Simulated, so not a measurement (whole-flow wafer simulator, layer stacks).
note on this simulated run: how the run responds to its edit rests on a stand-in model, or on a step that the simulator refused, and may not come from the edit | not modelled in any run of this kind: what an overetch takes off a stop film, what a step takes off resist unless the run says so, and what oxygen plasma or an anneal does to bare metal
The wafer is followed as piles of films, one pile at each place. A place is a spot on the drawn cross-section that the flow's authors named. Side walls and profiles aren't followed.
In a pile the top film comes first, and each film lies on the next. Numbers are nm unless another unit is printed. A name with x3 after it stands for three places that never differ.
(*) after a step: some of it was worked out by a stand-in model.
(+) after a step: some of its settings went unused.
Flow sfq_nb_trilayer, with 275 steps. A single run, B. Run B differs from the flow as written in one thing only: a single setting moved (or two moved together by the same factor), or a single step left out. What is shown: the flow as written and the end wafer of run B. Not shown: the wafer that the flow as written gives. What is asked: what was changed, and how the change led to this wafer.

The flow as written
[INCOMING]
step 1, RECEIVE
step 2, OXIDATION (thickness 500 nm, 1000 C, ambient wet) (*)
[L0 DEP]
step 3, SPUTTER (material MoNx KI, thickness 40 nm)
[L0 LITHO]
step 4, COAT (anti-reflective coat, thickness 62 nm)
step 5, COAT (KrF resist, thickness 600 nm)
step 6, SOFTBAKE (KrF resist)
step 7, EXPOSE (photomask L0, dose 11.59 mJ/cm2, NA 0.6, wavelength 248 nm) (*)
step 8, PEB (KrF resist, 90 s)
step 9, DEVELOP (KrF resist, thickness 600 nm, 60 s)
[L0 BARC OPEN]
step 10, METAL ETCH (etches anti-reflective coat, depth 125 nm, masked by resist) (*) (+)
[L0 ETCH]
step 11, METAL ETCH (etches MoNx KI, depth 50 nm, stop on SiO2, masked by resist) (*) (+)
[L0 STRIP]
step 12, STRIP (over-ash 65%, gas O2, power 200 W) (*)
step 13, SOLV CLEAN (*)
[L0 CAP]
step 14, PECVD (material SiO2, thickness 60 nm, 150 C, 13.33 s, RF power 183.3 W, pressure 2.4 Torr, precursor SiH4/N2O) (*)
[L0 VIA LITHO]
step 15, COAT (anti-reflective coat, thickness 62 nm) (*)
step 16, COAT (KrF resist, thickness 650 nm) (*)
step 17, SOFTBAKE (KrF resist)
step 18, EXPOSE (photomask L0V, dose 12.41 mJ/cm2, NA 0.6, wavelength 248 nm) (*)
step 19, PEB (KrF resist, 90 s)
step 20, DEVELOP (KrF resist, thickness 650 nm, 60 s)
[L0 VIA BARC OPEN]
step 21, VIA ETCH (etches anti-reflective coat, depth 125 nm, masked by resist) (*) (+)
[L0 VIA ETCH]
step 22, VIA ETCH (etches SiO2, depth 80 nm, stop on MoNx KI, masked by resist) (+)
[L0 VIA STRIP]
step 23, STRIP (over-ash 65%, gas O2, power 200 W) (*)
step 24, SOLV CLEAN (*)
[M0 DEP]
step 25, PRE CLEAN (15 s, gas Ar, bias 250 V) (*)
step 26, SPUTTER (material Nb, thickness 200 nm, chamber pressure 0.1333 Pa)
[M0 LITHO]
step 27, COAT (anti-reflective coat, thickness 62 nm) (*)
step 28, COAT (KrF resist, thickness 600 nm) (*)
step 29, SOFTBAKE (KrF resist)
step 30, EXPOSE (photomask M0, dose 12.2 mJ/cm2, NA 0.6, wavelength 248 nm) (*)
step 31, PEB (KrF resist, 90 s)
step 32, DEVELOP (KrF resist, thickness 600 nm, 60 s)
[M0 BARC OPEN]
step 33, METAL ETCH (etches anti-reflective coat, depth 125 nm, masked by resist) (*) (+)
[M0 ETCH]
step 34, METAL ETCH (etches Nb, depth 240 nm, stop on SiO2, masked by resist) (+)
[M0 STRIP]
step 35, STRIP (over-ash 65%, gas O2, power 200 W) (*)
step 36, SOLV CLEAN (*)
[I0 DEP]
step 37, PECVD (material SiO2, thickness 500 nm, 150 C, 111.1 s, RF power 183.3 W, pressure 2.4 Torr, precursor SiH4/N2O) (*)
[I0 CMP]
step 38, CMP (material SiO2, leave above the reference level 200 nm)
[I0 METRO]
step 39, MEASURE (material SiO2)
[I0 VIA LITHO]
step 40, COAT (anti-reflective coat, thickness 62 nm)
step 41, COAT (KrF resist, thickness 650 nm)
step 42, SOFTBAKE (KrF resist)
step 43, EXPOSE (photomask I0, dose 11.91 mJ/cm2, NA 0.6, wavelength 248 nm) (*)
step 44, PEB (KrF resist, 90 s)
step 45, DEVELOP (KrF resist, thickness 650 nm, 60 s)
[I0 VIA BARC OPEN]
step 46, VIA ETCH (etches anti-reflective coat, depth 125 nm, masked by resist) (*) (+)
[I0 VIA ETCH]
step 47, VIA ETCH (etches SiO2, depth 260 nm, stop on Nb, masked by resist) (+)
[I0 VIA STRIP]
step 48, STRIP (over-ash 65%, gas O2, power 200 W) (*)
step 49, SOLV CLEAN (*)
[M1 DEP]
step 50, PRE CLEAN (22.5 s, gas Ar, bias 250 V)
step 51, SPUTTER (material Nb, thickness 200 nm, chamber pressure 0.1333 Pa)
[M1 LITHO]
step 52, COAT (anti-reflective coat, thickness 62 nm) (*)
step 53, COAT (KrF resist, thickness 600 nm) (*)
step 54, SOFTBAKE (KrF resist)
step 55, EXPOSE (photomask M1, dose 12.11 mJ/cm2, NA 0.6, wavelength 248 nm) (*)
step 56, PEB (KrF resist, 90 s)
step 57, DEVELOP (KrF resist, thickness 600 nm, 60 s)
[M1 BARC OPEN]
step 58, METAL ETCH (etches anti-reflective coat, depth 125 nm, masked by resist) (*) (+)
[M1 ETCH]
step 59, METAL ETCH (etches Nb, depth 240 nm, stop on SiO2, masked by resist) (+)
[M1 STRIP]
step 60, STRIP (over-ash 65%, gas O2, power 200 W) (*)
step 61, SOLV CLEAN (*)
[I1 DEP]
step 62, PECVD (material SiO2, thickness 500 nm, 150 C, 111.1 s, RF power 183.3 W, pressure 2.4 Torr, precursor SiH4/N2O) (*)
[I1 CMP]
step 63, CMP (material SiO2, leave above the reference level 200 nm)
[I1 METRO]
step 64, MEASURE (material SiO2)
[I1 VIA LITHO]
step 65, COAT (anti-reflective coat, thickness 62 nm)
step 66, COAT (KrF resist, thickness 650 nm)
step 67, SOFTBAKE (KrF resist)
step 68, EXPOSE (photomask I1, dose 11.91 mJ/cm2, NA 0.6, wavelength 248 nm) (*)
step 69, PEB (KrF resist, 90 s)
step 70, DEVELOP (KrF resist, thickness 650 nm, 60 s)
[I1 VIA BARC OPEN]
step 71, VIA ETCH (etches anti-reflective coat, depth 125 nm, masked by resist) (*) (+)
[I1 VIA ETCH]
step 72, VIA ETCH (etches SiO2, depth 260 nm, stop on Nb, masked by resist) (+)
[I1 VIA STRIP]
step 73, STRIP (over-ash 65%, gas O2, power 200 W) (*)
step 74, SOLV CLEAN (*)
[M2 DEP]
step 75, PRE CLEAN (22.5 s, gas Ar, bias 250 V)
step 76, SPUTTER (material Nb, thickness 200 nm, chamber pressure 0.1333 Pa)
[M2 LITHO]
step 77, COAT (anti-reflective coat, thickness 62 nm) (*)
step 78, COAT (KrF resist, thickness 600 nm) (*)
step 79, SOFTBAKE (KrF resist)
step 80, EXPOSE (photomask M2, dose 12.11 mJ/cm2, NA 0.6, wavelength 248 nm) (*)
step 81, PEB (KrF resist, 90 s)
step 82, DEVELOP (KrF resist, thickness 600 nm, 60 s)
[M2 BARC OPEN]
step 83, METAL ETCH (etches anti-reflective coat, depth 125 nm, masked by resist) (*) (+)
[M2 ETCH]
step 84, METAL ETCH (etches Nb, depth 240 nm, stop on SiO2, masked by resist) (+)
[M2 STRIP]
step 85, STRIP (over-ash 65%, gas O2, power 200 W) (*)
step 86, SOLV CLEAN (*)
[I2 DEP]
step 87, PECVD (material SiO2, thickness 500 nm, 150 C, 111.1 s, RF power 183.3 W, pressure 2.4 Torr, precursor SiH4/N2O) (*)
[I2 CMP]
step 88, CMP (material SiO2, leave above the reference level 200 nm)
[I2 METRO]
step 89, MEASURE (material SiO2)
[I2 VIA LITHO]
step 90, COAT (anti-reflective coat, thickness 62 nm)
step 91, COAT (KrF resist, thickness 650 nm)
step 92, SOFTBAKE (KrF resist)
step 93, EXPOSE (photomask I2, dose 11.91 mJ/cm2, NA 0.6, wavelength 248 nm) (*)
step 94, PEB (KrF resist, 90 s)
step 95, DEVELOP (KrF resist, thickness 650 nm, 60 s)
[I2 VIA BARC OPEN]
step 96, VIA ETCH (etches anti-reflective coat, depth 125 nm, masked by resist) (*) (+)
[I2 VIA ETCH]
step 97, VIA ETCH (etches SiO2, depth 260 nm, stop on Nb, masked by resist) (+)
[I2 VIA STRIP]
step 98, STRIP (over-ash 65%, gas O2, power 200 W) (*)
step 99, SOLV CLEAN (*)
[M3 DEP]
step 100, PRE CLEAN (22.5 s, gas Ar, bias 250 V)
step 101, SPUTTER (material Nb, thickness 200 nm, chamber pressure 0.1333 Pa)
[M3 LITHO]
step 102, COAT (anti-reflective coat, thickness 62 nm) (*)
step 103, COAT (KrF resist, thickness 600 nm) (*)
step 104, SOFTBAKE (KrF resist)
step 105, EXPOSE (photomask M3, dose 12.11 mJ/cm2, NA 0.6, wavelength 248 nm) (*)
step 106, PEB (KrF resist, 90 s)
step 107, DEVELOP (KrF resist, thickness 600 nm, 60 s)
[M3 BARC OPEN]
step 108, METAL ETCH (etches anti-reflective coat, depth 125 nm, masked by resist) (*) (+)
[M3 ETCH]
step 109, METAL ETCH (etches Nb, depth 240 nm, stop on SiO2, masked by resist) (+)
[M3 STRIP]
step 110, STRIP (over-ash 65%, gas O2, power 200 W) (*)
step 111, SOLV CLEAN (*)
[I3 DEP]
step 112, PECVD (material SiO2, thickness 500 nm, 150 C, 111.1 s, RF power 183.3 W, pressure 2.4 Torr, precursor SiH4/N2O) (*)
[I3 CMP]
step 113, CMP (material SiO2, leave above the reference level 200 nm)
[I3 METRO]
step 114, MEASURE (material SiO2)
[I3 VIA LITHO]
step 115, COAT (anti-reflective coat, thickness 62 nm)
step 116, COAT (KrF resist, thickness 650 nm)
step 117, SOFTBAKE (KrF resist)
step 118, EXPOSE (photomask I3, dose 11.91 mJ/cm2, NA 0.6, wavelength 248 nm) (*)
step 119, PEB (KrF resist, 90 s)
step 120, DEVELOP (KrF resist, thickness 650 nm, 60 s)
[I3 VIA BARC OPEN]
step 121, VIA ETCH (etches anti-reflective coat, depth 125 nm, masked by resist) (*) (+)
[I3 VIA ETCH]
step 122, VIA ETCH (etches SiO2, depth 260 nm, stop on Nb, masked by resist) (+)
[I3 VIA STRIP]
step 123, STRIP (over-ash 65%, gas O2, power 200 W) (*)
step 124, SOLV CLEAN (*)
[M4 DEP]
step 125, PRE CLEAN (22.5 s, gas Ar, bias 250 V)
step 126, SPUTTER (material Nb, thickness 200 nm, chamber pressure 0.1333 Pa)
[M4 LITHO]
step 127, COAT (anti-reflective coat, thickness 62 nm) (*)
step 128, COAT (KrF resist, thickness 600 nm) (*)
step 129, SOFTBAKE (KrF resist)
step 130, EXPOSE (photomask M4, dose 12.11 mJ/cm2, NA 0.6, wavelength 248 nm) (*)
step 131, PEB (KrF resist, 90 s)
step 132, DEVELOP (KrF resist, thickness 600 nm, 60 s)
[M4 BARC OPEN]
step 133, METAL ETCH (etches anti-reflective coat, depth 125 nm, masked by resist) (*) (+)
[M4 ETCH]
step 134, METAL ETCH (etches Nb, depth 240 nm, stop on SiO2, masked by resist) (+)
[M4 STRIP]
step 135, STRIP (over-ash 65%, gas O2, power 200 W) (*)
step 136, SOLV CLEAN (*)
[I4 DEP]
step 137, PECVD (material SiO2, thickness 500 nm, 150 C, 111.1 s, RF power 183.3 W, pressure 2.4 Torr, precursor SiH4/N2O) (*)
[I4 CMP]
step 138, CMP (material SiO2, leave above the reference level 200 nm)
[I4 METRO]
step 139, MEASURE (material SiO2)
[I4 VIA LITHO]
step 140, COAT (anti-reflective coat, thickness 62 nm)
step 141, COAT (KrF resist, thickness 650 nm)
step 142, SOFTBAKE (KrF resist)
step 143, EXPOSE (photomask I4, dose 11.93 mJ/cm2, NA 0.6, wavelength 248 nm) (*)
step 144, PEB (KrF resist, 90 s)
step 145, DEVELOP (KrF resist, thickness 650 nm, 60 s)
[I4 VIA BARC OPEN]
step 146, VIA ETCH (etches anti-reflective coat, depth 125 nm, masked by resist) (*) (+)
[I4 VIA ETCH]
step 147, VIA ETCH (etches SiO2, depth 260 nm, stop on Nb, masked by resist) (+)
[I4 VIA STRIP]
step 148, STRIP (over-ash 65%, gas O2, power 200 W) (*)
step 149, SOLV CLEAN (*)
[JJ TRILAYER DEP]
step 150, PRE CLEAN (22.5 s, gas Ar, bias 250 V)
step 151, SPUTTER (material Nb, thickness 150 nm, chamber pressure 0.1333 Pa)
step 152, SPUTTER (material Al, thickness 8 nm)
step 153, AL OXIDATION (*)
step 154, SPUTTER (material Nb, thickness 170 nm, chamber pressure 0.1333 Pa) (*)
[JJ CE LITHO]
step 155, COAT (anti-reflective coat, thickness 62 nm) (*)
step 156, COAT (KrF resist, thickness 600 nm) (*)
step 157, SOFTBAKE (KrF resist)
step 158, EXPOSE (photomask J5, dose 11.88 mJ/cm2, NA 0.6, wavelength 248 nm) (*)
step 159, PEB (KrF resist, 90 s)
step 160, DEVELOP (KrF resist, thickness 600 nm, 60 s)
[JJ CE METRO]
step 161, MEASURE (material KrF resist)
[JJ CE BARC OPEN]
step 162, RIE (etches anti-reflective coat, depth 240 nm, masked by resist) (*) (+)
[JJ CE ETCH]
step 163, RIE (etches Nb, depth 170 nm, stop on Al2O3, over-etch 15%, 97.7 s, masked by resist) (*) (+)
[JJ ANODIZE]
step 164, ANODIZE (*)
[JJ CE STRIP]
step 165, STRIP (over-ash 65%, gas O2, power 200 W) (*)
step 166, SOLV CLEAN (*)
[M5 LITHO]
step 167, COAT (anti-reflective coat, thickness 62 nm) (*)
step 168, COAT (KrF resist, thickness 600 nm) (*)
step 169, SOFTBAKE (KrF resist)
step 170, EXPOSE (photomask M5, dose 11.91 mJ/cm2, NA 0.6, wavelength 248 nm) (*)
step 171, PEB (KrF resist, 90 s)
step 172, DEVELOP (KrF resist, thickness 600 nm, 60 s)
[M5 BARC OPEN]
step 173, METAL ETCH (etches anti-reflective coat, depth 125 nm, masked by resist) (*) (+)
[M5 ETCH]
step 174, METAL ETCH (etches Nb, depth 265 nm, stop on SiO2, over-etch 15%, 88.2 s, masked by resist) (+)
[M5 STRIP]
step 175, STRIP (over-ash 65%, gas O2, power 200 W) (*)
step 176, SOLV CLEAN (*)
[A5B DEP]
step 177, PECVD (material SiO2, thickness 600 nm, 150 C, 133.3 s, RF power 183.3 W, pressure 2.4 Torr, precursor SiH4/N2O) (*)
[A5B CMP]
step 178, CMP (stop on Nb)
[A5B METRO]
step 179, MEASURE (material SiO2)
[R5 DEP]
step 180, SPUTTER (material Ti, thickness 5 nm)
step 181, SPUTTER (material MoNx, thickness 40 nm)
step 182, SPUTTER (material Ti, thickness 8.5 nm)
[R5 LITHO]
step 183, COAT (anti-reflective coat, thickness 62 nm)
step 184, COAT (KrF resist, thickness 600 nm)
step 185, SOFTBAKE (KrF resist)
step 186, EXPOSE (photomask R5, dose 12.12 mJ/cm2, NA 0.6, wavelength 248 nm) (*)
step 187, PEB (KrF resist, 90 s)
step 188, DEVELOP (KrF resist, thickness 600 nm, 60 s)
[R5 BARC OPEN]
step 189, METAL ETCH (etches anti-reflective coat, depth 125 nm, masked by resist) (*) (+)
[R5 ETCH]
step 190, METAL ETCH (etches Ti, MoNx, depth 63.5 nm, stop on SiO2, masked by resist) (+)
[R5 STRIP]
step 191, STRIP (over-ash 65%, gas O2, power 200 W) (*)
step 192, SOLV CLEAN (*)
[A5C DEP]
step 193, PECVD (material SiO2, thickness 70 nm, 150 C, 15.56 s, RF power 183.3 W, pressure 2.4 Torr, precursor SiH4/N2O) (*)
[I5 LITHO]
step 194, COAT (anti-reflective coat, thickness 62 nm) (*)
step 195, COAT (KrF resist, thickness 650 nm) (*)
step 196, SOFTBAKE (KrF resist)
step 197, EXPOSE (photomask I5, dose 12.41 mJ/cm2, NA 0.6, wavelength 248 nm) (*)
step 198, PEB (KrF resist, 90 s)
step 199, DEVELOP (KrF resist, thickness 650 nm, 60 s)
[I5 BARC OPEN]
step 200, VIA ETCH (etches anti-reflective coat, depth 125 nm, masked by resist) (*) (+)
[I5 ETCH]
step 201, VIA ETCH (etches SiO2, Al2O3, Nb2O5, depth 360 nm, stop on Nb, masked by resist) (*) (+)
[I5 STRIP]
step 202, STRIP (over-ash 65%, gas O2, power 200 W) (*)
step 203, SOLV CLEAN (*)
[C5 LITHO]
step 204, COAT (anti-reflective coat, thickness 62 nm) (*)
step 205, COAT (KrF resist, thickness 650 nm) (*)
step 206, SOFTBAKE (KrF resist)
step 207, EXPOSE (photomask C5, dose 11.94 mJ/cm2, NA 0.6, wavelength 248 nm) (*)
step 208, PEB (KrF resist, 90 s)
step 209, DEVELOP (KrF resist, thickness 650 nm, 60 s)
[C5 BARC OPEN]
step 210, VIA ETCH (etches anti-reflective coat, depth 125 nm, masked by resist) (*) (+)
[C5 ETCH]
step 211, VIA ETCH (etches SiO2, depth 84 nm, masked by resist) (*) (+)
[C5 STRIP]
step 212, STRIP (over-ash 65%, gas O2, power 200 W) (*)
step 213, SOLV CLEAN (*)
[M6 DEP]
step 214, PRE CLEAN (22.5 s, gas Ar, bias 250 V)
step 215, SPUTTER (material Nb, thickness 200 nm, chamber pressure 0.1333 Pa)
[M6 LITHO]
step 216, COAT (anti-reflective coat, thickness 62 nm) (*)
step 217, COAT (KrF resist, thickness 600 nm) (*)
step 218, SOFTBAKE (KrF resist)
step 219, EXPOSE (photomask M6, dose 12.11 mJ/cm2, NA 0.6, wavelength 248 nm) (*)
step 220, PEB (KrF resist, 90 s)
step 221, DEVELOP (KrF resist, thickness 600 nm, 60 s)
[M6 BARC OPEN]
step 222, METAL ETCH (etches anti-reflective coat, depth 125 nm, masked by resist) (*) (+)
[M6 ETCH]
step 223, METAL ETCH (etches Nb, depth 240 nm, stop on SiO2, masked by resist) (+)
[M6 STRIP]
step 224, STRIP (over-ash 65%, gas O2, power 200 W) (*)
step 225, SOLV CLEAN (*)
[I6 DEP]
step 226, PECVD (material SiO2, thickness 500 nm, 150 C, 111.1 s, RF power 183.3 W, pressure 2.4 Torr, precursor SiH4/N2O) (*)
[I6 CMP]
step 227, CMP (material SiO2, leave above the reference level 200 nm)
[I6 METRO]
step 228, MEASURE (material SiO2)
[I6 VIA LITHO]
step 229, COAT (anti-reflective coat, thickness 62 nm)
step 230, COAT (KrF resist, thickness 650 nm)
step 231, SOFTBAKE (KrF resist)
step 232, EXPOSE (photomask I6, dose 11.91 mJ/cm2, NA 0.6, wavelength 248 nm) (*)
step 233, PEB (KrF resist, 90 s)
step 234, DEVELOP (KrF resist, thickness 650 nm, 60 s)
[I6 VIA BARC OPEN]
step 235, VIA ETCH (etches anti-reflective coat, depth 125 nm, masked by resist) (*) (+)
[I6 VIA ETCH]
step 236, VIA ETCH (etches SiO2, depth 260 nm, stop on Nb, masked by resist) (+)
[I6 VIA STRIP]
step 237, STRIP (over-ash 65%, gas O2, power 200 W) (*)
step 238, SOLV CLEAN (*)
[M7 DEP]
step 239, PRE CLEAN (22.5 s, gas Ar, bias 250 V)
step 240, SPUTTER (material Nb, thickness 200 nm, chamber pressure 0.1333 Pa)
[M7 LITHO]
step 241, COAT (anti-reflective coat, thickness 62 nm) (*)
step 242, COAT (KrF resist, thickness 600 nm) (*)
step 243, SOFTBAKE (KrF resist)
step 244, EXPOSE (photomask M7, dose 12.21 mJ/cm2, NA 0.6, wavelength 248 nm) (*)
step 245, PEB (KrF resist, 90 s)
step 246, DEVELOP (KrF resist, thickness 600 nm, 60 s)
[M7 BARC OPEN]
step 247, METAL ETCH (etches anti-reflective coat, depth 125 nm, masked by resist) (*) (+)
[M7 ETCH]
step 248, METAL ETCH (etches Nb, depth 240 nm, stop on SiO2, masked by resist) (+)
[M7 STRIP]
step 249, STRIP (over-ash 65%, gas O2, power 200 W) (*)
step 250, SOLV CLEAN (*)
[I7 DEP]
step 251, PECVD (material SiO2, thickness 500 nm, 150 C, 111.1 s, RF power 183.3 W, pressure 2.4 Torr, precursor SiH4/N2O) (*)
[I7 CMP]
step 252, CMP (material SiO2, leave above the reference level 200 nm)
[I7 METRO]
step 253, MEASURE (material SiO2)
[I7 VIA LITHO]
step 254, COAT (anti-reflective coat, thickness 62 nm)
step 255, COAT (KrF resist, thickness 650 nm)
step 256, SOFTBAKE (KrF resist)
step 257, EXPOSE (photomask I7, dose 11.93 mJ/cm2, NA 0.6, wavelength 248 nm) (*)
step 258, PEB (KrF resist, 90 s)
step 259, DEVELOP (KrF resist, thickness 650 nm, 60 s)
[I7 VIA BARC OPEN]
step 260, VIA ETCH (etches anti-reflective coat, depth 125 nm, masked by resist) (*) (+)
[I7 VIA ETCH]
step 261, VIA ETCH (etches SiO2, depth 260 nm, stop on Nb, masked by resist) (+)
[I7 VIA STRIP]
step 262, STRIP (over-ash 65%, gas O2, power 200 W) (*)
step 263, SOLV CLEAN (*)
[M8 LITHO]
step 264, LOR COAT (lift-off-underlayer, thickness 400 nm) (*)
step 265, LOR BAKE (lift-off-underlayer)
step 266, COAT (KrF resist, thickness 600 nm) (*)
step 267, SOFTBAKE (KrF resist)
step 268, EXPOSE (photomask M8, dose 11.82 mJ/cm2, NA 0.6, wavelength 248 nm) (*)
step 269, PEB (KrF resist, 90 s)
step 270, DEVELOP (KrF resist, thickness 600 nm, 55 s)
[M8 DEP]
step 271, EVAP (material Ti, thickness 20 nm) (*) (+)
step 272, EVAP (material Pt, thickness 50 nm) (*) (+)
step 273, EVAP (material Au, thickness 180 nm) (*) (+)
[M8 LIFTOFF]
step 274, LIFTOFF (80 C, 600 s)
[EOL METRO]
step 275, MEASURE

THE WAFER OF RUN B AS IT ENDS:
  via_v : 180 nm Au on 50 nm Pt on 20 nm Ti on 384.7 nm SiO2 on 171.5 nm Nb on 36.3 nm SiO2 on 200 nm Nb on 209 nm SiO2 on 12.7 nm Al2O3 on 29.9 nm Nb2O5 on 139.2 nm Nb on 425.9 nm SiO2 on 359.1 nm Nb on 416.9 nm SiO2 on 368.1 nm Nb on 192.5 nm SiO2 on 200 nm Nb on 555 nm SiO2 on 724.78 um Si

Cause: step 236, VIA ETCH: depth 156 nm was run, though the flow has depth 260 nm.

The path from the change to this, step by step:
  step 236, VIA ETCH (etches SiO2, depth 260 nm, stop on Nb, masked by resist) (+)
      via_v: -156 SiO2 (it would be, as written: -199.8 SiO2 (all of it))
      field_l, v_sur, via_wl and 102 more: -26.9 KrF resist (it would be, as written: -44.8 KrF resist)
  step 237, STRIP (over-ash 65%, gas O2, power 200 W) (*)
      field_l, v_sur, via_wl and 102 more: -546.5 KrF resist (all of it), -62 anti-reflective coat (all of it) (it would be, as written: -528.6 KrF resist (all of it), -62 anti-reflective coat (all of it))
  step 239, PRE CLEAN (22.5 s, gas Ar, bias 250 V)
      via_v: -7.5 SiO2 (it would be, as written: -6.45 Nb)
  step 240, SPUTTER (material Nb, thickness 200 nm, chamber pressure 0.1333 Pa)
      via_v: +171.5 Nb (new film) (it would be, as written: +161.1 Nb)
  step 241, COAT (anti-reflective coat, thickness 62 nm) (*)
      via_v: +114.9 anti-reflective coat (new film) (it would be, as written: +126 anti-reflective coat (new film))
  step 242, COAT (KrF resist, thickness 600 nm) (*)
      via_v: +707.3 KrF resist (new film) (it would be, as written: +742.5 KrF resist (new film))
  step 249, STRIP (over-ash 65%, gas O2, power 200 W) (*)
      via_v: -489.4 KrF resist (all of it), -114.9 anti-reflective coat (all of it) (it would be, as written: -524.5 KrF resist (all of it), -126 anti-reflective coat (all of it))
  step 251, PECVD (material SiO2, thickness 500 nm, 150 C, 111.1 s, RF power 183.3 W, pressure 2.4 Torr, precursor SiH4/N2O) (*)
      via_v: +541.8 SiO2 (new film) (it would be, as written: +621 SiO2 (new film))
  step 252, CMP (material SiO2, leave above the reference level 200 nm)
      via_v: -157.1 SiO2 (it would be, as written: -183.1 SiO2)
Taking metal films that touch as one body, via_v has 7 bodies (between them, from the top down: SiO2 384.7; SiO2 36.3; SiO2 209 / Al2O3 12.7 / Nb2O5 29.9; SiO2 425.9; SiO2 416.9; SiO2 192.5); the flow as written gives 6 bodies (between them, from the top down: SiO2 437.8; SiO2 209 / Al2O3 12.7 / Nb2O5 29.9; SiO2 425.9; SiO2 416.9; SiO2 192.5).
